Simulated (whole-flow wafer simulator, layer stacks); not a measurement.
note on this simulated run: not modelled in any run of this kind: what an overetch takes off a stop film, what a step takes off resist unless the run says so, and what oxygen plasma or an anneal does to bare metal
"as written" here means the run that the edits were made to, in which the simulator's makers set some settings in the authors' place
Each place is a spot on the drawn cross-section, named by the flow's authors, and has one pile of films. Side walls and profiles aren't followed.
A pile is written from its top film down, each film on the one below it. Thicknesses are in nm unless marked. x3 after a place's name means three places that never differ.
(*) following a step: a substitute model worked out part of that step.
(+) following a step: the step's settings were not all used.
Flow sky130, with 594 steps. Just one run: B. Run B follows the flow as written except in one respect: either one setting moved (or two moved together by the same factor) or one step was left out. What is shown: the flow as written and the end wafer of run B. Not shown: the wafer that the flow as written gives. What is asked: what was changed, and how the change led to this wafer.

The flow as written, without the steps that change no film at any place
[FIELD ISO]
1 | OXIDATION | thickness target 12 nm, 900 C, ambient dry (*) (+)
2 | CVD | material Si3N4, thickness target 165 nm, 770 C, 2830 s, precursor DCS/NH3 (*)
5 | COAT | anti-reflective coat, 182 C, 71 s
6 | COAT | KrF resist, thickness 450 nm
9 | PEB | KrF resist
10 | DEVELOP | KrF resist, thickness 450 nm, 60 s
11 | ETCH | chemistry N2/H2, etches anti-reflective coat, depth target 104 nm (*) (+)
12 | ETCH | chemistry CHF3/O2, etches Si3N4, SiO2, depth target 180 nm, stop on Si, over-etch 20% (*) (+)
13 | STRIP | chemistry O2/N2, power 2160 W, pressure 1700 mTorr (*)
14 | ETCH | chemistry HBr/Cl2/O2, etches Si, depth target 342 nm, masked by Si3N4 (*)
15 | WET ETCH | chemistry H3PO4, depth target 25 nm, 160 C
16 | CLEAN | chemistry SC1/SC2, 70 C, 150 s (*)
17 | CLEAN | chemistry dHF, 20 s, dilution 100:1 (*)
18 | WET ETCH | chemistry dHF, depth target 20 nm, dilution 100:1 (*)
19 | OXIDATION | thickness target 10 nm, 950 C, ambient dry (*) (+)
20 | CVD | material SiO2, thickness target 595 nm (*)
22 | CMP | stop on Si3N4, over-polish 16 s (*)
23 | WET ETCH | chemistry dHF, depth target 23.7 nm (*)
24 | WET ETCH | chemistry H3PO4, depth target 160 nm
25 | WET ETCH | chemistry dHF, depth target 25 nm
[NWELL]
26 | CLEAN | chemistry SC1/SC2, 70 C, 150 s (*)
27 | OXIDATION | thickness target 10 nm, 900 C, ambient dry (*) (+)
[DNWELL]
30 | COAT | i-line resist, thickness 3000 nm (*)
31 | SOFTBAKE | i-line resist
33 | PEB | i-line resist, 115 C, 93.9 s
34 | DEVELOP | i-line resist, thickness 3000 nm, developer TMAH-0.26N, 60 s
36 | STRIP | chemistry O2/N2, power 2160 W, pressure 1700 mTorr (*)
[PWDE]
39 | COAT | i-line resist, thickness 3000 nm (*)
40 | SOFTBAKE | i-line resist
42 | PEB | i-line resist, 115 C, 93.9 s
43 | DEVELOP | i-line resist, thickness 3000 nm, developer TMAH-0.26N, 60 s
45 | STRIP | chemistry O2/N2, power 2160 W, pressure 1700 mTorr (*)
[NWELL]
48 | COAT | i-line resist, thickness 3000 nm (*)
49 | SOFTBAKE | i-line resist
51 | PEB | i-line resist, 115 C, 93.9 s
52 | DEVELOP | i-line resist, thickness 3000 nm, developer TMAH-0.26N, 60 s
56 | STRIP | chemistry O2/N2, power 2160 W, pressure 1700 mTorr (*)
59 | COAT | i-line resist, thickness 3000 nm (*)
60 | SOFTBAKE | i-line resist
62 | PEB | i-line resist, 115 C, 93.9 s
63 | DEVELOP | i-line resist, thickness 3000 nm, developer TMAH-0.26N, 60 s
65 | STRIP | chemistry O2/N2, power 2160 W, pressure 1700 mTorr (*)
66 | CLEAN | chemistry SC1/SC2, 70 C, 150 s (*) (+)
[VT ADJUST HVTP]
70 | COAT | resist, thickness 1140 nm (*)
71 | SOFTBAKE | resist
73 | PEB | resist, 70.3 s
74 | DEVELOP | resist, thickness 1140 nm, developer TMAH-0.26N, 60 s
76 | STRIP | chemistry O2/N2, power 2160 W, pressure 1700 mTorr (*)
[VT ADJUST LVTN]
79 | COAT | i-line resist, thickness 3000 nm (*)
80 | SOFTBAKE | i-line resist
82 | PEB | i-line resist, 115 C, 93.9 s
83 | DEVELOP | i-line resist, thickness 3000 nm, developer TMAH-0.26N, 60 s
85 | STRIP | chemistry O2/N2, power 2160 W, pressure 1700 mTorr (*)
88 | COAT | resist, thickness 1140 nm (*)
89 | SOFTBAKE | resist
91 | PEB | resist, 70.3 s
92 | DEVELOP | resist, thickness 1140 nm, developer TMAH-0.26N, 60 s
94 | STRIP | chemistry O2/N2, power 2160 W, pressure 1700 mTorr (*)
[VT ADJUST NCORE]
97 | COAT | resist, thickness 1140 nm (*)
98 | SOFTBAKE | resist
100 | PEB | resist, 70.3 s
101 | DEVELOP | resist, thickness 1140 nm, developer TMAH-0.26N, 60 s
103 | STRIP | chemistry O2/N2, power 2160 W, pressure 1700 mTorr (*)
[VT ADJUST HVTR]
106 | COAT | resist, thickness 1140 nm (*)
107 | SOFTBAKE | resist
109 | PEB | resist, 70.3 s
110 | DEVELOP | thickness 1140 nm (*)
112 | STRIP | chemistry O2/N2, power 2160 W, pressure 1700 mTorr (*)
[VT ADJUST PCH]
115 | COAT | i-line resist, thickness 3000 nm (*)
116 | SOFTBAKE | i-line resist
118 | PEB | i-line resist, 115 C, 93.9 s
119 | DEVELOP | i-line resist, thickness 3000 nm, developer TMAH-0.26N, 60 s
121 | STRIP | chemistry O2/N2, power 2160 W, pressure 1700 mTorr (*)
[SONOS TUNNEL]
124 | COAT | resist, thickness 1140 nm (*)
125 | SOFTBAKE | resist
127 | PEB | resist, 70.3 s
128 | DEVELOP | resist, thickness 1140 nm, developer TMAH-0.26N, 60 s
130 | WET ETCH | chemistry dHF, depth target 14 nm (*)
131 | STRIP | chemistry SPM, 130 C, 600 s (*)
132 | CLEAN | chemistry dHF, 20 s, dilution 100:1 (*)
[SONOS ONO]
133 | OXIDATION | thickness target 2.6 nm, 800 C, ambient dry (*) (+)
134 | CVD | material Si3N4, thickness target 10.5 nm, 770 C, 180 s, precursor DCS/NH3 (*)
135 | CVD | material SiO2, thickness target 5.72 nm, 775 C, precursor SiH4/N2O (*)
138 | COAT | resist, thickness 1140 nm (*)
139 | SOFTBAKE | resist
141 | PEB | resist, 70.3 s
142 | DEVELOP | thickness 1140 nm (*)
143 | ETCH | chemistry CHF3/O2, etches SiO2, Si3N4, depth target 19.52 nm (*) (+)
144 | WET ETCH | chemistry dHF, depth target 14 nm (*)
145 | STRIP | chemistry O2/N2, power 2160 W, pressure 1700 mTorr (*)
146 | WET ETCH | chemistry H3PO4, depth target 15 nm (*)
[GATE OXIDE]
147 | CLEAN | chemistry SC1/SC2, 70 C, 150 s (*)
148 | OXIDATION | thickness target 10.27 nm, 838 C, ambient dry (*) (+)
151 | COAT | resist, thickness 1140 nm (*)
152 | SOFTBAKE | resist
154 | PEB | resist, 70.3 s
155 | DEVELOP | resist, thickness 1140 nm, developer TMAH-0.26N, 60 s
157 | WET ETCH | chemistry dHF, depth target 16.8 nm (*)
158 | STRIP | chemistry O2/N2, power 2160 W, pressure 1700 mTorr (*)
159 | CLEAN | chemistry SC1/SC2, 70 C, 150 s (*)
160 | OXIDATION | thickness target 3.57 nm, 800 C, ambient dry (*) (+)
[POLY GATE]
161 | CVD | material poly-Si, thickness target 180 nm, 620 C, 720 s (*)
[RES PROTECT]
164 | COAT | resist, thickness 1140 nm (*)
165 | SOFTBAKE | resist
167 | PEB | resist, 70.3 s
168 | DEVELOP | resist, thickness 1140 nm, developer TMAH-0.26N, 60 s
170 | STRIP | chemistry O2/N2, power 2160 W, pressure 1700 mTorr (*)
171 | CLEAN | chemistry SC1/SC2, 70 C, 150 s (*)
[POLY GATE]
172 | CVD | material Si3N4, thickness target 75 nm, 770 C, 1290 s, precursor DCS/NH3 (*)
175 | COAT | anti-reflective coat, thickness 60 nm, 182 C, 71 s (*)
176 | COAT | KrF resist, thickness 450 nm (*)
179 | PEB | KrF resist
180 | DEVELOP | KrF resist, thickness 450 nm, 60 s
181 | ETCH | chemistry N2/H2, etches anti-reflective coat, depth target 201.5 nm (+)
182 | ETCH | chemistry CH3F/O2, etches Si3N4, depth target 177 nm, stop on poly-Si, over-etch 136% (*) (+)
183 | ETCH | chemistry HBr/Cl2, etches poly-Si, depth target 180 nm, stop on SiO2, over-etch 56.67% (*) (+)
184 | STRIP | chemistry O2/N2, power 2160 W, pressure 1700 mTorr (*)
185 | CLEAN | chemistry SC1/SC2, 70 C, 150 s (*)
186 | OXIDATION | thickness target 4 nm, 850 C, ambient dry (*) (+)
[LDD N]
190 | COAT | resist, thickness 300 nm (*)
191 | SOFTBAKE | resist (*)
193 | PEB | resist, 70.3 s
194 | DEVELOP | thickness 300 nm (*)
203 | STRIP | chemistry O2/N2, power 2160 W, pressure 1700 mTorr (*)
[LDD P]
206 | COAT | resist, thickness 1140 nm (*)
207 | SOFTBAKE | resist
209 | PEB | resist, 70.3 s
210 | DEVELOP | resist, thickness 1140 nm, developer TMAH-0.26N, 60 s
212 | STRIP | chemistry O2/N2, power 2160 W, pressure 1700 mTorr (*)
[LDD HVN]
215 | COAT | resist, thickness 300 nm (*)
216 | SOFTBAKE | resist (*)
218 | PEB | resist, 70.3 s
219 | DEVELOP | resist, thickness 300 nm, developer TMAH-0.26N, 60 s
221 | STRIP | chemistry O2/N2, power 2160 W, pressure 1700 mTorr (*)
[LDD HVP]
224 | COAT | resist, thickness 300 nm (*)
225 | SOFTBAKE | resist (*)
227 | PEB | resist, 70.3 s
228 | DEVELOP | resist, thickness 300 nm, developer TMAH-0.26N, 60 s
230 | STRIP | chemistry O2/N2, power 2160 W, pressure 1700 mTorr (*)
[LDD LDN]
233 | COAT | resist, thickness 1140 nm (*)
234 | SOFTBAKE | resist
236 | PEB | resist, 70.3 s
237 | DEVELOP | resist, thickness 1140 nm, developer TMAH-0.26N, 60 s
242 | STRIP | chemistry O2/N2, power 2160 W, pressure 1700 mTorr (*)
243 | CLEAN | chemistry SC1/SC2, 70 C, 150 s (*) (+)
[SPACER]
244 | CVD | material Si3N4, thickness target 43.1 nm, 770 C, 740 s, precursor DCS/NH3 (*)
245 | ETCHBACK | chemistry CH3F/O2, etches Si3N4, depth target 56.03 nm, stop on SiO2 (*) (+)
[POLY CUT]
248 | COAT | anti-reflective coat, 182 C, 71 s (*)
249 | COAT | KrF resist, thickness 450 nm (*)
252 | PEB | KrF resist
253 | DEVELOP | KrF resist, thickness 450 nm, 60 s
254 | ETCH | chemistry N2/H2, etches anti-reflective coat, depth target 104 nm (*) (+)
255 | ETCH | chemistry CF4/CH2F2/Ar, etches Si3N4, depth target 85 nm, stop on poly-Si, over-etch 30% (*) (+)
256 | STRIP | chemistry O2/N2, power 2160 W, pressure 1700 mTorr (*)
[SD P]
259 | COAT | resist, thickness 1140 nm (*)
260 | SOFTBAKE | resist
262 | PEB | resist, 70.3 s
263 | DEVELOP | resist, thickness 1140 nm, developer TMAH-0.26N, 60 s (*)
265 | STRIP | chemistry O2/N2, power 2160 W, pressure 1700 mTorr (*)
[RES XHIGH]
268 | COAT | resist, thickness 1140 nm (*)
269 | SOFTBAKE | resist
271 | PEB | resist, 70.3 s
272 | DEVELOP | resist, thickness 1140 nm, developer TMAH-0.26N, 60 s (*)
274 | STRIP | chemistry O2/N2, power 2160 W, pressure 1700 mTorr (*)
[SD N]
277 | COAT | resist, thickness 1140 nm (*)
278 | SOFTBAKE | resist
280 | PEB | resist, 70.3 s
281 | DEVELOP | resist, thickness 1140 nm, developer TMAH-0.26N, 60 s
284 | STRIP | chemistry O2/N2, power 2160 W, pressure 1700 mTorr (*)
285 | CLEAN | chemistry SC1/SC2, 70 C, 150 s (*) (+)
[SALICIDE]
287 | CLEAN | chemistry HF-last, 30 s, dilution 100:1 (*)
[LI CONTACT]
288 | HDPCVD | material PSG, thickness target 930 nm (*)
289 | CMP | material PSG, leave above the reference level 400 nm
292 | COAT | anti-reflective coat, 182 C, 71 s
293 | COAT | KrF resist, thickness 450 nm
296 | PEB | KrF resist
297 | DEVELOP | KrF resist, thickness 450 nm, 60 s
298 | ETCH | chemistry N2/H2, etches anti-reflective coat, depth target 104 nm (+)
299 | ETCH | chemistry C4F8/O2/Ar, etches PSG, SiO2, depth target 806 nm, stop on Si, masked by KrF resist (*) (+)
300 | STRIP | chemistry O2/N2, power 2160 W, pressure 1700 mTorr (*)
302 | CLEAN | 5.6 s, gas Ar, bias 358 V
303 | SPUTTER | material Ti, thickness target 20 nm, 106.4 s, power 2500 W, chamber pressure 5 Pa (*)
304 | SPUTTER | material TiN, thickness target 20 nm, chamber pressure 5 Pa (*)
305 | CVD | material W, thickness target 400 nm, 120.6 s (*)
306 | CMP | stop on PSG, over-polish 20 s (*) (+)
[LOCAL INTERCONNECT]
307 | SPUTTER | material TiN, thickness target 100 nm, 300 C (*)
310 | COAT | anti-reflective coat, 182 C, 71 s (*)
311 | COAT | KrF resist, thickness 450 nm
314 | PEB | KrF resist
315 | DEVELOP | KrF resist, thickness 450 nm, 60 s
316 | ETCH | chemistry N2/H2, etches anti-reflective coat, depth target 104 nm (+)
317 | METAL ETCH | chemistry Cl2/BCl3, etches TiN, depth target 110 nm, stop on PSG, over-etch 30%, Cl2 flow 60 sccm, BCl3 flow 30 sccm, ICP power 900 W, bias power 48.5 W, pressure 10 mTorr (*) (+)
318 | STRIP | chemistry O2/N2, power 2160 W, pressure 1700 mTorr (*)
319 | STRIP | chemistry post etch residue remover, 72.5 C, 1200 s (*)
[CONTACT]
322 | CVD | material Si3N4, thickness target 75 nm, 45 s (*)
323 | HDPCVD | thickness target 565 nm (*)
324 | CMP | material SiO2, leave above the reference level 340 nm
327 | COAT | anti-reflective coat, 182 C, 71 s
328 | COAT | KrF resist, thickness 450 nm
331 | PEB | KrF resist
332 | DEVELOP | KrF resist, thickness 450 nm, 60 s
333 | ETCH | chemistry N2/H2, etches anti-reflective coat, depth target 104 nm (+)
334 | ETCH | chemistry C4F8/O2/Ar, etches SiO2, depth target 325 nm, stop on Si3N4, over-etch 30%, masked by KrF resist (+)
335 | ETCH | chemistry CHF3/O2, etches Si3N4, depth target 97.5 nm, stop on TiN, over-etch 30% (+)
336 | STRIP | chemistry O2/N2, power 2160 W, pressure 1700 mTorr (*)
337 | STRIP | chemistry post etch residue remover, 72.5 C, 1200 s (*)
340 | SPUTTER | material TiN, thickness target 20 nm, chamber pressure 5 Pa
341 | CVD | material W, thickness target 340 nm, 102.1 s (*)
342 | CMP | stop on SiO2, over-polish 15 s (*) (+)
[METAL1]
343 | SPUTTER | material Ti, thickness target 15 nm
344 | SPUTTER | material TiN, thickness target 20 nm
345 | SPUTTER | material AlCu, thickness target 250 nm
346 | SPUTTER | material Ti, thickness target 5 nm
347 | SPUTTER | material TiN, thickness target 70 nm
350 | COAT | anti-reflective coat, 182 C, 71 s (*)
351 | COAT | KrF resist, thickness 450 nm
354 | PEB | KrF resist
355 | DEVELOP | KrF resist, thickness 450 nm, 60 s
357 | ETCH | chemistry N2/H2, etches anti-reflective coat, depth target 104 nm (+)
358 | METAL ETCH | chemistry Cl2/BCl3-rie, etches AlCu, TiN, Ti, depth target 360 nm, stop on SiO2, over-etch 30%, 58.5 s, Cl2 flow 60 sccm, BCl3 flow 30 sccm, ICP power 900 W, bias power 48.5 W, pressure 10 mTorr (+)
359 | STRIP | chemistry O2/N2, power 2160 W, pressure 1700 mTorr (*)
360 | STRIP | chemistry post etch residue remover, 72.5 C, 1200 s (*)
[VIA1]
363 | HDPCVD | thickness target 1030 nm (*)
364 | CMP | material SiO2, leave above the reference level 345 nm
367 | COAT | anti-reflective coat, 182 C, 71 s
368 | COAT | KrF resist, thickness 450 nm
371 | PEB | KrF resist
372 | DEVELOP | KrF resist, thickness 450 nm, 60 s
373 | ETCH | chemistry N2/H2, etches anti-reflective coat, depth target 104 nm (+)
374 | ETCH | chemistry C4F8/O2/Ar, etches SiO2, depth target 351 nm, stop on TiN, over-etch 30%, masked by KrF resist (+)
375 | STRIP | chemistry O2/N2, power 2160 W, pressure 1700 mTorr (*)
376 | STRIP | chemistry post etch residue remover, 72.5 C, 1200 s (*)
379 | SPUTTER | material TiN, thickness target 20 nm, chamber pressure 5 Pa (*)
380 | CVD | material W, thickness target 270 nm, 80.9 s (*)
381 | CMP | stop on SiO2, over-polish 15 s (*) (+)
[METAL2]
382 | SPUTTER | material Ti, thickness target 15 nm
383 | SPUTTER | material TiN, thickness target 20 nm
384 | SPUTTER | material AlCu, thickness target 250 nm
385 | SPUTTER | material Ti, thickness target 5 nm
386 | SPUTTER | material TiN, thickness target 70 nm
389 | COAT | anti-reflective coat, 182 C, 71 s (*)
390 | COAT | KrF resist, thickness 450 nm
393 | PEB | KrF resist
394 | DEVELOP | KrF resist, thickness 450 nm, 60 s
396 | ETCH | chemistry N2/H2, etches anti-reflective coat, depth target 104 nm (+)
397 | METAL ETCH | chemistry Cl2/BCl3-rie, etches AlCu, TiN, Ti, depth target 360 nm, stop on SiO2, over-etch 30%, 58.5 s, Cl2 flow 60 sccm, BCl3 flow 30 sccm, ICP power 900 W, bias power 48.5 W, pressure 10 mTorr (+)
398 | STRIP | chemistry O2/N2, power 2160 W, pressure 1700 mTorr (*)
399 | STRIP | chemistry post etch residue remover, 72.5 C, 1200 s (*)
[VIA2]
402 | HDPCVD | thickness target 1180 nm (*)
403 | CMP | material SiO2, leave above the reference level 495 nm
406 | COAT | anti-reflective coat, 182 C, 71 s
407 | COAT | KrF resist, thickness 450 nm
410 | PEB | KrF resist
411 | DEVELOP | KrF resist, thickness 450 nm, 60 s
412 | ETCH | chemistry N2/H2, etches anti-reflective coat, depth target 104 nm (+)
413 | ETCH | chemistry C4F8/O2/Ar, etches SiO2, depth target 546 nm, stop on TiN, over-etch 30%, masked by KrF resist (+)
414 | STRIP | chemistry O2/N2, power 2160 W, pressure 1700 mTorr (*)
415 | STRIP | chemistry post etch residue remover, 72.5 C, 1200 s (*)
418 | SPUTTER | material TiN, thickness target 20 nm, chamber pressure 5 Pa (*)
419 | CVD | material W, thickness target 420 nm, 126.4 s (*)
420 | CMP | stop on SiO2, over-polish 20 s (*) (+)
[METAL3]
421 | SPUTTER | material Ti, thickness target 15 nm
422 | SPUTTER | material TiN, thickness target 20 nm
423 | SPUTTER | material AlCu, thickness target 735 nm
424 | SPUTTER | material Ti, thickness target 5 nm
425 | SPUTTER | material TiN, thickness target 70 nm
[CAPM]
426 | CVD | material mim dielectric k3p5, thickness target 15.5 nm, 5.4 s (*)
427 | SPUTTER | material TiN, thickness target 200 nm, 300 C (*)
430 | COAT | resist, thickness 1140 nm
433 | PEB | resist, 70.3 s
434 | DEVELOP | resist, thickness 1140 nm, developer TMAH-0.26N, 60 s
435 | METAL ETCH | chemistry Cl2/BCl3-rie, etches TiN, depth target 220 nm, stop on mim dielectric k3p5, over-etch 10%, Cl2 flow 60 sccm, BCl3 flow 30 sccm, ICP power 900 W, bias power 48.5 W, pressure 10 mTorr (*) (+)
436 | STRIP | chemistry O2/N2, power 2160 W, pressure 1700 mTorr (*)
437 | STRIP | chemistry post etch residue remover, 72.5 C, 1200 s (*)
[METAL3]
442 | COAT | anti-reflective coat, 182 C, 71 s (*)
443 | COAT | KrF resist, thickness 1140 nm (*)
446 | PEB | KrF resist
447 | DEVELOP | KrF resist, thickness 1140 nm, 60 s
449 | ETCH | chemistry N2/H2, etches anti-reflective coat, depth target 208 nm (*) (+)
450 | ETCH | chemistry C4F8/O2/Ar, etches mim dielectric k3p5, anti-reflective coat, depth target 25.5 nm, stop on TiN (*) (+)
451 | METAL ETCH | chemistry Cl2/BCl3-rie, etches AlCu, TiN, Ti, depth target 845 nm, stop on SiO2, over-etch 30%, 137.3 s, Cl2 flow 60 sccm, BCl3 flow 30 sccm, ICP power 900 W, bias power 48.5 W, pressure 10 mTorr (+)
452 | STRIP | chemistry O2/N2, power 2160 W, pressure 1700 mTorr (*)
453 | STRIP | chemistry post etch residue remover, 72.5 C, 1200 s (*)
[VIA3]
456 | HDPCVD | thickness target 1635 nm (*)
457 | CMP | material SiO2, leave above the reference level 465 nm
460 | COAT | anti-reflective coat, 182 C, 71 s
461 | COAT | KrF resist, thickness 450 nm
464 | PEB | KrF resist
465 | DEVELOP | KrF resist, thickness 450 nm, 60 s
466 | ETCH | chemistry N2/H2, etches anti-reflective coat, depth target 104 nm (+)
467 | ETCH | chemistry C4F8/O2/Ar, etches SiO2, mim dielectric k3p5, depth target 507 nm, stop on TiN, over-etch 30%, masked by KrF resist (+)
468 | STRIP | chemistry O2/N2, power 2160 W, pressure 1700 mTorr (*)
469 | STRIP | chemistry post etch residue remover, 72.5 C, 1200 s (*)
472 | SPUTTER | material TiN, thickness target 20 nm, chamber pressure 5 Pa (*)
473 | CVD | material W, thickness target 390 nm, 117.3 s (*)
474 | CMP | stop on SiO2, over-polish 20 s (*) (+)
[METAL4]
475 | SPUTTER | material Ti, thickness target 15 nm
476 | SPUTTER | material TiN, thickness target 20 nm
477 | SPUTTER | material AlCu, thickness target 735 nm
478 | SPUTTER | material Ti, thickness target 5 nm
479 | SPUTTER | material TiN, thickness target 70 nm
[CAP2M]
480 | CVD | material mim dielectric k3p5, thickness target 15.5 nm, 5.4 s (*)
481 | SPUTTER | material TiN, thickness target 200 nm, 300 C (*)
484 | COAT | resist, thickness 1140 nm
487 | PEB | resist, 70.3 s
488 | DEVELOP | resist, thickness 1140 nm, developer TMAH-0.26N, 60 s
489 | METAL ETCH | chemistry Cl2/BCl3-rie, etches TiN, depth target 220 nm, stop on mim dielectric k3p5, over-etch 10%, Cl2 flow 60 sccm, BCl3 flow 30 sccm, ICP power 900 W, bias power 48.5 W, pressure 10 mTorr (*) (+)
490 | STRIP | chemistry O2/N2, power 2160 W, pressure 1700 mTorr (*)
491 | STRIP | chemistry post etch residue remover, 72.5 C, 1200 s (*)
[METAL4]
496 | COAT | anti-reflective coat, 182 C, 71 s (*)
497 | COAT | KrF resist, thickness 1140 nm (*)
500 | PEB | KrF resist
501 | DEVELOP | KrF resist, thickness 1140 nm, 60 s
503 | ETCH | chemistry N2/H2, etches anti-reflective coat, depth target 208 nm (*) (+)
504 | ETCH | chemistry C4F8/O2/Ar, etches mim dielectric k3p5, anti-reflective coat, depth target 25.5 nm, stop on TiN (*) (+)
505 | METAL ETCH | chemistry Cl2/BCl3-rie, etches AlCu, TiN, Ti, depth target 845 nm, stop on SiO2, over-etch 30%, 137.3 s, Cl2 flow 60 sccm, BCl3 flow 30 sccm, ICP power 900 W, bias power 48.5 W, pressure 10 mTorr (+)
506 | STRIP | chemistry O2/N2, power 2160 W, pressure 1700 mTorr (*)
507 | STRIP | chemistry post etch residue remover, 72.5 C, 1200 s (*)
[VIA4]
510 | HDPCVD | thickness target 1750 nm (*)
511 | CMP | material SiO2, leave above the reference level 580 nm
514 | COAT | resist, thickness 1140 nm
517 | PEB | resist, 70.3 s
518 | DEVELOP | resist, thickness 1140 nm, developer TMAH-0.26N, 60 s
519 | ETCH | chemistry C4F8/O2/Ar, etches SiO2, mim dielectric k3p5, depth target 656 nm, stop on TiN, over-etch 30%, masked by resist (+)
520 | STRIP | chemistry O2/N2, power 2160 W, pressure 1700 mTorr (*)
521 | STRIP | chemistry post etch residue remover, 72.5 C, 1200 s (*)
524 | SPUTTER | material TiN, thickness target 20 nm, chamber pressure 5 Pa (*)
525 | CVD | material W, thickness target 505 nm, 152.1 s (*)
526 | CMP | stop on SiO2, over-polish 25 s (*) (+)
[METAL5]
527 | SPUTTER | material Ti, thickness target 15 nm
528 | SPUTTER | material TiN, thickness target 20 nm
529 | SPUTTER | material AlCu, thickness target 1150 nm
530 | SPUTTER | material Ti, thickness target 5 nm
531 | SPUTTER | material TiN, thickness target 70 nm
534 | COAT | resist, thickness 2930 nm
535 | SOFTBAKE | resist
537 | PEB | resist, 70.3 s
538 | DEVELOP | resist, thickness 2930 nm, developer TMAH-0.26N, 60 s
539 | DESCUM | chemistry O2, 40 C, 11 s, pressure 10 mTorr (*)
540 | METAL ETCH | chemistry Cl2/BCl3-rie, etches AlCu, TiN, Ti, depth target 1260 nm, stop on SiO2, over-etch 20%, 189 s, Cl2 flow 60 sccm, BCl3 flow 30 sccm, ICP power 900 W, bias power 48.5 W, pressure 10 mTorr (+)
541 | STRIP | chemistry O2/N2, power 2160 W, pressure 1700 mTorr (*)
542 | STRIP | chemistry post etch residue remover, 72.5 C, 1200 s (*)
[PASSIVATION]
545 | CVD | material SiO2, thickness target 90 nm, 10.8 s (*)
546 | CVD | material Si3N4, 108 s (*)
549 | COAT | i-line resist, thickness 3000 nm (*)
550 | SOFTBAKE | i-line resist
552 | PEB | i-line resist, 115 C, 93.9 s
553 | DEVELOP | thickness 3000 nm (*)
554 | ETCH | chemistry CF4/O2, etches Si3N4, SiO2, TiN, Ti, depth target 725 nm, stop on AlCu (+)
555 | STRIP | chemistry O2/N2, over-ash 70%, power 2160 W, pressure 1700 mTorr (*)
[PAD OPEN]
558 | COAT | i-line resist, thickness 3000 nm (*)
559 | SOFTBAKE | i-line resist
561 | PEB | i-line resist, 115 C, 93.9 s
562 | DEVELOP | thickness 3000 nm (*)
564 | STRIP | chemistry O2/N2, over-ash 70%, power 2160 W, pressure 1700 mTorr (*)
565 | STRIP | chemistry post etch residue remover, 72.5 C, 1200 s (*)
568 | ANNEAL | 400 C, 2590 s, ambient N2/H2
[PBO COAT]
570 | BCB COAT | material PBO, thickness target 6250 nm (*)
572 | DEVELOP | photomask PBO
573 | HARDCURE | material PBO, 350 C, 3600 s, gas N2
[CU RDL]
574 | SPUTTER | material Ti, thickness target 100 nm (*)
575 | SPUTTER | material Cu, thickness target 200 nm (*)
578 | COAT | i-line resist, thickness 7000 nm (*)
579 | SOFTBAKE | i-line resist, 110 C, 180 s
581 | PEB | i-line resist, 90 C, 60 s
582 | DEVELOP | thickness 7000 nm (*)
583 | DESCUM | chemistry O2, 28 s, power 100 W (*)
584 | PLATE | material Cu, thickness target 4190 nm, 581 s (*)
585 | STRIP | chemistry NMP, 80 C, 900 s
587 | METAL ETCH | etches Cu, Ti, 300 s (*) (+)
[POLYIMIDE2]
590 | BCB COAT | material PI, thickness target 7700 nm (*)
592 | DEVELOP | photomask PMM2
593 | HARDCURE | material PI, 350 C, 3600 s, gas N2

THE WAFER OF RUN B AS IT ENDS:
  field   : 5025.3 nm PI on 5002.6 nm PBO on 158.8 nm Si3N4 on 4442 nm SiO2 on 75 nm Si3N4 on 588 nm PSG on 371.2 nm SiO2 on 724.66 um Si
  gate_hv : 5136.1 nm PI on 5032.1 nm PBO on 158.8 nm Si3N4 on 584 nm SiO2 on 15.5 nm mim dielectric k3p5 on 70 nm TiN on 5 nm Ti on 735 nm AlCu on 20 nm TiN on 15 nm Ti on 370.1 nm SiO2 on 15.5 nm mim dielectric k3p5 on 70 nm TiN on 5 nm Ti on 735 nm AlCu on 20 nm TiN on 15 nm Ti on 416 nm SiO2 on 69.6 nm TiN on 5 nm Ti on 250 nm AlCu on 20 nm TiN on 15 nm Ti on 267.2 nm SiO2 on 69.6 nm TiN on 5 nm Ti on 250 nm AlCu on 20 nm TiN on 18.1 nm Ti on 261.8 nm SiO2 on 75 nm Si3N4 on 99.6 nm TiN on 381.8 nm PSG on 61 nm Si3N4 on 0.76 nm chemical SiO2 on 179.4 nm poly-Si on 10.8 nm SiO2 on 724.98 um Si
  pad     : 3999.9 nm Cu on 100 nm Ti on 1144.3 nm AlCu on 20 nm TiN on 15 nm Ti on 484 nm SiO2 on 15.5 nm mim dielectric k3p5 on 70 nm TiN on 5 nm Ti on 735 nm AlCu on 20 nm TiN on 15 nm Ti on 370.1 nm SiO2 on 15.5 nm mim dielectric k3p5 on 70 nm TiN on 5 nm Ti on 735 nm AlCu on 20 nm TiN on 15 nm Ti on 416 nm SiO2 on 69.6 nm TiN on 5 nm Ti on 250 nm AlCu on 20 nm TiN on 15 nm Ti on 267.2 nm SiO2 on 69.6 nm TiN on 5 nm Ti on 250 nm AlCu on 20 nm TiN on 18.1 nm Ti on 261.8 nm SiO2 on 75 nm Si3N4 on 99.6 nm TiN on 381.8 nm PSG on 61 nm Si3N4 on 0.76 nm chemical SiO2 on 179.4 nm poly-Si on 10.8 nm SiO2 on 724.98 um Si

What caused this: step 343, SPUTTER: thickness target 18.1 nm was run, while the flow as written has thickness target 15 nm.
The wafer itself shows it: gate_hv has Ti 18.1, and step 343 as written asks for 15 nm.

The path from the change to this, step by step:
  343 | SPUTTER | material Ti, thickness target 15 nm
      field, active, n_well and 188 more: +18.1 Ti (new film) (it would be, as written: +15 Ti (new film))
  358 | METAL ETCH | chemistry Cl2/BCl3-rie, etches AlCu, TiN, Ti, depth target 360 nm, stop on SiO2, over-etch 30%, 58.5 s, Cl2 flow 60 sccm, BCl3 flow 30 sccm, ICP power 900 W, bias power 48.5 W, pressure 10 mTorr (+)
      field, active, gate and 81 more: -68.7 TiN (all of it), -5 Ti (all of it), -250 AlCu (all of it), -20 TiN (all of it), -18.1 Ti (all of it), -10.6 SiO2 (it would be, as written: -68.7 TiN (all of it), -5 Ti (all of it), -250 AlCu (all of it), -20 TiN (all of it), -15 Ti (all of it), -10.9 SiO2)
